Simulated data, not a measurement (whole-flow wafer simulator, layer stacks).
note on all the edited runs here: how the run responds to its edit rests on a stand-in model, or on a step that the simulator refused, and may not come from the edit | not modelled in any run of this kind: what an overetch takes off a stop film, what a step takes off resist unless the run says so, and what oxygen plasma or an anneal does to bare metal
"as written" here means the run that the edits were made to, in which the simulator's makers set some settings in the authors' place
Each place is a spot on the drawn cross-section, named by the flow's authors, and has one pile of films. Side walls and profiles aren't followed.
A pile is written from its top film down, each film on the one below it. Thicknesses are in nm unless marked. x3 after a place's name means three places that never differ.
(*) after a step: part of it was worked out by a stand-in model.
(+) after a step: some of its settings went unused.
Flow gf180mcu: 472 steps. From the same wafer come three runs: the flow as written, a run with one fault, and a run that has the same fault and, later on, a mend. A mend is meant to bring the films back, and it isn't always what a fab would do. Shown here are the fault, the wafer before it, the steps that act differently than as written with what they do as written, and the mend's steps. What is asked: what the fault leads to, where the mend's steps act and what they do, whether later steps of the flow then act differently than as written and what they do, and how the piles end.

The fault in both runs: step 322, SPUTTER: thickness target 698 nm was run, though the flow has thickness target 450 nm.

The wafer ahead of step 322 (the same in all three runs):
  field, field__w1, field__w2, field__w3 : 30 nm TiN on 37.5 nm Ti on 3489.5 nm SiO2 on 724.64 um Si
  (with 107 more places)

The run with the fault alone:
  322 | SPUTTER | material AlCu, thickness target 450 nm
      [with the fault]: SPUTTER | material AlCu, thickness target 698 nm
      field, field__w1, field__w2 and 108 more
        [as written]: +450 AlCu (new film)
        [with the fault]: +698 AlCu (new film)
  Later steps of the flow acting differently than as written:
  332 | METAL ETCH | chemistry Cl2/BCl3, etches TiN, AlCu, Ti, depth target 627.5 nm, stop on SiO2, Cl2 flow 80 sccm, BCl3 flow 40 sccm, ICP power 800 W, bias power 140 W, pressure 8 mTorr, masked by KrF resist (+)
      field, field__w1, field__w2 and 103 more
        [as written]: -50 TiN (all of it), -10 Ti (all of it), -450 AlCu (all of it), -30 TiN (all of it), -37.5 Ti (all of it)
        [with the fault]: -50 TiN (all of it), -10 Ti (all of it), -567.5 AlCu
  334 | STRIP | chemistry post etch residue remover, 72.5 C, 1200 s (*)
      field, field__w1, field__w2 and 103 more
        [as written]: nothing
        [with the fault]: -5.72 AlCu
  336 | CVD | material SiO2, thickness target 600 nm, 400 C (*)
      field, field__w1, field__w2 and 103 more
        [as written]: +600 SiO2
        [with the fault]: +600 SiO2 (new film)
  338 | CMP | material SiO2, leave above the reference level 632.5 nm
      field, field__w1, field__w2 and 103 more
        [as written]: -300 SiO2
        [with the fault]: -244.3 SiO2
  By the end, the piles at field, field__w1, field__w2 and 109 more depart from the flow's by more than 2% or 0.5 nm, whichever is larger.
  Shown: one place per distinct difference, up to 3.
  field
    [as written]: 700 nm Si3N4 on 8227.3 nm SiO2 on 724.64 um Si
    [with the fault]: 700 nm Si3N4 on 4793.5 nm SiO2 on 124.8 nm AlCu on 30 nm TiN on 37.5 nm Ti on 3489.5 nm SiO2 on 724.64 um Si
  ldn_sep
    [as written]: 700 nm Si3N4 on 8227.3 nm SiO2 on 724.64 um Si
    [with the fault]: 700 nm Si3N4 on 4793.5 nm SiO2 on 124.8 nm AlCu on 30 nm TiN on 37.5 nm Ti on 3489.4 nm SiO2 on 724.64 um Si
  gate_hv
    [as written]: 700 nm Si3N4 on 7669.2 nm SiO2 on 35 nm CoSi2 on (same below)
    [with the fault]: 700 nm Si3N4 on 4793.5 nm SiO2 on 124.8 nm AlCu on 30 nm TiN on 37.5 nm Ti on 2931.3 nm SiO2 on 35 nm CoSi2 on (same below)

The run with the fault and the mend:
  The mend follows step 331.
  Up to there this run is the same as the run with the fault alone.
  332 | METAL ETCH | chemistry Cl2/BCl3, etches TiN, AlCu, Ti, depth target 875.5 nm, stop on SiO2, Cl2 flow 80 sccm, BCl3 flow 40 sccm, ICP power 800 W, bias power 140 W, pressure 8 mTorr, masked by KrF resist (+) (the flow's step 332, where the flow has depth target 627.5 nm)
      field, field__w1, field__w2 and 103 more
        -50 TiN (all of it), -10 Ti (all of it), -698 AlCu (all of it), -30 TiN (all of it), -37.5 Ti (all of it)
      field__w8, contact, m1, m1__w1, m1_nw
        -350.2 KrF resist
  Later steps of the flow acting differently than as written:
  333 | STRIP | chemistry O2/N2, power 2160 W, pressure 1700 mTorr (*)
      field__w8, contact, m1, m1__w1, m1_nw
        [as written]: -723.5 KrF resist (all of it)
        [with the mend]: -624.3 KrF resist (all of it)
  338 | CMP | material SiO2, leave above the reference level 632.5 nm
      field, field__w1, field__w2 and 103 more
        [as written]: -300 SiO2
        [with the mend]: -52 SiO2
  By the end, the piles at field, field__w1, field__w2 and 109 more depart from the flow's by more than 2% or 0.5 nm, whichever is larger.
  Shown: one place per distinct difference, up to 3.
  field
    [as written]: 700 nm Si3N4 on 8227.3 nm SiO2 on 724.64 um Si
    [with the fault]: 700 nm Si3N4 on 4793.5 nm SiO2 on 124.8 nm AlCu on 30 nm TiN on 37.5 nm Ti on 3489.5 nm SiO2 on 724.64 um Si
    [with the mend]: 700 nm Si3N4 on 8475.3 nm SiO2 on 724.64 um Si
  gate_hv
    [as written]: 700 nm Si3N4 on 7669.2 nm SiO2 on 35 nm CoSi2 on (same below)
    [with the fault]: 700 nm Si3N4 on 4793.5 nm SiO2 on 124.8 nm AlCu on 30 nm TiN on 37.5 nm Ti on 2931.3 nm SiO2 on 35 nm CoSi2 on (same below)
    [with the mend]: 700 nm Si3N4 on 7917.2 nm SiO2 on 35 nm CoSi2 on (same below)
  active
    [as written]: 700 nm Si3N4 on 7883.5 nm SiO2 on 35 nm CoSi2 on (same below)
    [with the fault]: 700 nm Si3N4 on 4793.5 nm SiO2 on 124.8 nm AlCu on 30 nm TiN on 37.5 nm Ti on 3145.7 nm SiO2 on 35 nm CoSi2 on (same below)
    [with the mend]: 700 nm Si3N4 on 8131.5 nm SiO2 on 35 nm CoSi2 on (same below)
